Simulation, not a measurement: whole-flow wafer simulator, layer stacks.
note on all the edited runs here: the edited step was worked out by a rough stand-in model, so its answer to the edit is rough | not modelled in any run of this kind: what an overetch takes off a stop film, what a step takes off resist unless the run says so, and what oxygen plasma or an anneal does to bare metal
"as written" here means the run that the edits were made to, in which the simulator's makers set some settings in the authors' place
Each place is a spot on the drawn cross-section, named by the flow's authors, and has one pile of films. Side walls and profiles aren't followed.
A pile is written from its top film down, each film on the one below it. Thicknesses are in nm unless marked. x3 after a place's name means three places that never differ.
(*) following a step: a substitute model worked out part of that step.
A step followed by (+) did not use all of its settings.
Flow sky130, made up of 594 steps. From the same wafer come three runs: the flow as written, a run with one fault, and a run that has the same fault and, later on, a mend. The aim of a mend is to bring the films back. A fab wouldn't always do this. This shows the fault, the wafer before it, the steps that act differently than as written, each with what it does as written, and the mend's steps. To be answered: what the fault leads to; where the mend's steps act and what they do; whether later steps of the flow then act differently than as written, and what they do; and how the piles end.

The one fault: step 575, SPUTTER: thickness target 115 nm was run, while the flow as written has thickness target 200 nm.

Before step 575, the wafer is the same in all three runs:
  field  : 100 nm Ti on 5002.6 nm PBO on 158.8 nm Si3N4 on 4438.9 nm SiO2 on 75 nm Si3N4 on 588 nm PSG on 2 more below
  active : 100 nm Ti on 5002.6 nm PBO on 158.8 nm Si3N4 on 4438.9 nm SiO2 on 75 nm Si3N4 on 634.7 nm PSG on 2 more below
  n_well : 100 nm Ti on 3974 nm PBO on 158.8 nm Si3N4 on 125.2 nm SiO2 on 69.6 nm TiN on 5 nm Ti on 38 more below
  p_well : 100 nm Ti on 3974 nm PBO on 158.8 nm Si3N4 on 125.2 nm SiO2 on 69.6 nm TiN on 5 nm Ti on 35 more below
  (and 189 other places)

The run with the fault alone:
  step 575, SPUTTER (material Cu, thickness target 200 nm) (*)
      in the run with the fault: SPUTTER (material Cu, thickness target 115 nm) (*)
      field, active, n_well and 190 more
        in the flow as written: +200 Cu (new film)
        in the run with the fault: +115 Cu (new film)
  Steps further on in the flow that do not act as written (6 other steps are not shown; they differ only slightly, by no more than 2% or 0.5 nm, whichever is larger):
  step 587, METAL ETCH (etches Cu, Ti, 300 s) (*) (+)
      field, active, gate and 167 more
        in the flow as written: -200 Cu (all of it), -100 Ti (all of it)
        in the run with the fault: -115 Cu (all of it), -100 Ti (all of it)
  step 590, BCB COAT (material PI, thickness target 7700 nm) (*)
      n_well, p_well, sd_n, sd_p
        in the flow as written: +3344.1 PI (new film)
        in the run with the fault: +3429.1 PI (new film)
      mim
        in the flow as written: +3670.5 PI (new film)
        in the run with the fault: +3751.7 PI (new film)
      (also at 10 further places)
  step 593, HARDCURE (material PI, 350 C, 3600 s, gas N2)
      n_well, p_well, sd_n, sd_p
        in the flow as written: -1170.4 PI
        in the run with the fault: -1200.2 PI
  By the end, the piles at n_well, p_well, sd_n and 20 more depart from the flow's by more than 2% or 0.5 nm, whichever is larger.
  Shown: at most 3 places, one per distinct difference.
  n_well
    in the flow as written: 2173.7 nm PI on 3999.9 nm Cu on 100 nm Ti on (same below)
    in the run with the fault: 2228.9 nm PI on 3914.9 nm Cu on 100 nm Ti on (same below)
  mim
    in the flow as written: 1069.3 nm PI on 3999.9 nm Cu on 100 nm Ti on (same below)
    in the run with the fault: 1148.9 nm PI on 3914.9 nm Cu on 100 nm Ti on (same below)
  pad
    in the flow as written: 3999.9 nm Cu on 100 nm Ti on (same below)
    in the run with the fault: 3914.9 nm Cu on 100 nm Ti on (same below)

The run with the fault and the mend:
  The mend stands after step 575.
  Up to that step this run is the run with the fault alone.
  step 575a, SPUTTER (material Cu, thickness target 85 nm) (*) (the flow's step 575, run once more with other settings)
      field, active, n_well and 190 more
        +85 Cu
  None of the later steps of the flow acts differently than as written at any place that is followed.
  The piles end the same as the flow's at every place that both follow.
